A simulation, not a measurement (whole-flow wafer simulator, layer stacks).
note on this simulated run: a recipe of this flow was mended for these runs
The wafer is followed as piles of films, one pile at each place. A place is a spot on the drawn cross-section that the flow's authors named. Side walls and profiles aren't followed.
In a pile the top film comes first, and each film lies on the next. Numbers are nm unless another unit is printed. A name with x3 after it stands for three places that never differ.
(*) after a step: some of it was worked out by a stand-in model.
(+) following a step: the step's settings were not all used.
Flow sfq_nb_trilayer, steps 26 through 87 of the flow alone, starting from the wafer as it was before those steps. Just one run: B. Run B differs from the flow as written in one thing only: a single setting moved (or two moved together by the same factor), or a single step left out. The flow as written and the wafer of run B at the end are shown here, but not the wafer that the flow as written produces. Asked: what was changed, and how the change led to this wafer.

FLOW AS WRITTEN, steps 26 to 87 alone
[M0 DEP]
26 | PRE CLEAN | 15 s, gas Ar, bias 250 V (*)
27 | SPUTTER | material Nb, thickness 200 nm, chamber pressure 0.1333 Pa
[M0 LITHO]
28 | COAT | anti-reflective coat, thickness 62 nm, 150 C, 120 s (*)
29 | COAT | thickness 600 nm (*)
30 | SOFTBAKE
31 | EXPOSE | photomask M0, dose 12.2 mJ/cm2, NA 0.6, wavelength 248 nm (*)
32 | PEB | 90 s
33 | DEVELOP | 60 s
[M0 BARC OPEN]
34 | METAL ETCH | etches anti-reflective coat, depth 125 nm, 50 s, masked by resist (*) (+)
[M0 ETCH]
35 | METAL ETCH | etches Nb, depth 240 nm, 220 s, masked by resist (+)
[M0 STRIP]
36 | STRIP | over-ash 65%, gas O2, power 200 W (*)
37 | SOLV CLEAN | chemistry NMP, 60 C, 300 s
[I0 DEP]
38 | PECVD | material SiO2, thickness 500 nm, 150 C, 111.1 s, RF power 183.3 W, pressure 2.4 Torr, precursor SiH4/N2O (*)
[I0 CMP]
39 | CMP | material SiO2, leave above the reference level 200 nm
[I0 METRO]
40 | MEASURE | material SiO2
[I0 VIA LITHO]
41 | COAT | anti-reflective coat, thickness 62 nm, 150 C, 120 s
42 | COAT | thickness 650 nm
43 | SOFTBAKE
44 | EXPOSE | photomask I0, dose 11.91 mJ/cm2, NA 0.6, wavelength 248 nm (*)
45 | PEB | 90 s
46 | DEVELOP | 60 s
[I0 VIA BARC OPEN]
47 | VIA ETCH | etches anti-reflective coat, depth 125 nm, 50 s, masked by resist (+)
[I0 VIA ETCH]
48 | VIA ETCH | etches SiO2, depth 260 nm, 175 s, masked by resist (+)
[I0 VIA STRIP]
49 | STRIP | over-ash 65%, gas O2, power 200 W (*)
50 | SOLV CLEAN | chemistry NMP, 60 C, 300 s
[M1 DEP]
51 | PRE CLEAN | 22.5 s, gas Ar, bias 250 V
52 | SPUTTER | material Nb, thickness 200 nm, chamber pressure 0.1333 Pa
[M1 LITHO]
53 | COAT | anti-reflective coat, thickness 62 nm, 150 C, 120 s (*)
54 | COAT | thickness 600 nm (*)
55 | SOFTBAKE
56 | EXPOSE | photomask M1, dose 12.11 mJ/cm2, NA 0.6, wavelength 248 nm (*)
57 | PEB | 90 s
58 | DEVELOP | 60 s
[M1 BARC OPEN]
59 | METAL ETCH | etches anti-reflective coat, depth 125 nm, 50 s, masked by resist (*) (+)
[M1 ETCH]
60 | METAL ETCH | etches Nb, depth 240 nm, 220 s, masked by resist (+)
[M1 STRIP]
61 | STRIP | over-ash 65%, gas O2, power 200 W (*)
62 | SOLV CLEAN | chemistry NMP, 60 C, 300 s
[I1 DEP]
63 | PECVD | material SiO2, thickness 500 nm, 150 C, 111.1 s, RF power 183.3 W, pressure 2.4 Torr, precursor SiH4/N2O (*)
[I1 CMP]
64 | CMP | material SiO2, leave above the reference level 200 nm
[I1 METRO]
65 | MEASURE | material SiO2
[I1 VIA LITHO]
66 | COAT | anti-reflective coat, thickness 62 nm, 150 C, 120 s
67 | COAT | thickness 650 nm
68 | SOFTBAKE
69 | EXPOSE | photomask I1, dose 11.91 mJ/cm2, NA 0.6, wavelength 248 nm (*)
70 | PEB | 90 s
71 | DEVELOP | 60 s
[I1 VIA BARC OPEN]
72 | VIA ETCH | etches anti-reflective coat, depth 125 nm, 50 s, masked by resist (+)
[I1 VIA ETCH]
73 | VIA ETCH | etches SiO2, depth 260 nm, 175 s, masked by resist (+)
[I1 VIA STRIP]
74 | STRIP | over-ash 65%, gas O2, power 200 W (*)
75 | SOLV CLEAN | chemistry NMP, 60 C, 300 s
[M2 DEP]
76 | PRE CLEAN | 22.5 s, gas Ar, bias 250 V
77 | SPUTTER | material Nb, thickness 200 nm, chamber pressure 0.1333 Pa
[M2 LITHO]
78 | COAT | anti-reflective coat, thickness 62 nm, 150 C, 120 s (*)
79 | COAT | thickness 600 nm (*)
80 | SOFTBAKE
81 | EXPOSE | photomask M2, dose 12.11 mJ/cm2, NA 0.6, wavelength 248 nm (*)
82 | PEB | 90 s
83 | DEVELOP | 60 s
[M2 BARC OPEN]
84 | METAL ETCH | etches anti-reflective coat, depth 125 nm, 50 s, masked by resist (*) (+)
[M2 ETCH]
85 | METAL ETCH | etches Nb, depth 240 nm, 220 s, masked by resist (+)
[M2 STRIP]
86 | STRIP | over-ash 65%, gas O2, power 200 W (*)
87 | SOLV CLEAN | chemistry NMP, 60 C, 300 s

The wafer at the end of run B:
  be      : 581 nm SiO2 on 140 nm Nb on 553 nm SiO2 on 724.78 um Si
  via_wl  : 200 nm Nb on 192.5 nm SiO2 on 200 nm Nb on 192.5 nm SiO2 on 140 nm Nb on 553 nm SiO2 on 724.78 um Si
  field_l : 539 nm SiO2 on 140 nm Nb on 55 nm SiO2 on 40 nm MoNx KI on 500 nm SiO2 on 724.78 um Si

Cause: step 27, SPUTTER: thickness 140 nm was run, whereas the flow has thickness 200 nm.
The wafer itself shows it: be has Nb 140, and step 27 as written asks for 200 nm.

Step by step, how the change led to this:
  27 | SPUTTER | material Nb, thickness 200 nm, chamber pressure 0.1333 Pa
      field_l, via_wl, via_w and 100 more: +140 Nb (new film) (as written it would have been: +200 Nb (new film))
      v_sur: +136.6 Nb (new film) (as written it would have been: +200 Nb (new film))
      (also at 2 further places)
  28 | COAT | anti-reflective coat, thickness 62 nm, 150 C, 120 s (*)
      v_sur: +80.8 anti-reflective coat (new film) (as written it would have been: +78.2 anti-reflective coat (new film))
      l0_sur: +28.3 anti-reflective coat (new film) (as written it would have been: +29.3 anti-reflective coat (new film))
  35 | METAL ETCH | etches Nb, depth 240 nm, 220 s, masked by resist (+)
      moat, m0r_space_l x2: -140 Nb (all of it), -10 SiO2 (as written it would have been: -200 Nb (all of it), -4 SiO2)
  36 | STRIP | over-ash 65%, gas O2, power 200 W (*)
      v_sur: -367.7 KrF-resist-other-grade (all of it), -80.8 anti-reflective coat (all of it) (as written it would have been: -367.4 KrF-resist-other-grade (all of it), -78.2 anti-reflective coat (all of it))
      l0_sur: -370.3 KrF-resist-other-grade (all of it), -28.3 anti-reflective coat (all of it) (as written it would have been: -370 KrF-resist-other-grade (all of it), -29.3 anti-reflective coat (all of it))
  38 | PECVD | material SiO2, thickness 500 nm, 150 C, 111.1 s, RF power 183.3 W, pressure 2.4 Torr, precursor SiH4/N2O (*)
      moat, m0r_space_l x2: +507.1 SiO2 (as written it would have been: +561.1 SiO2)
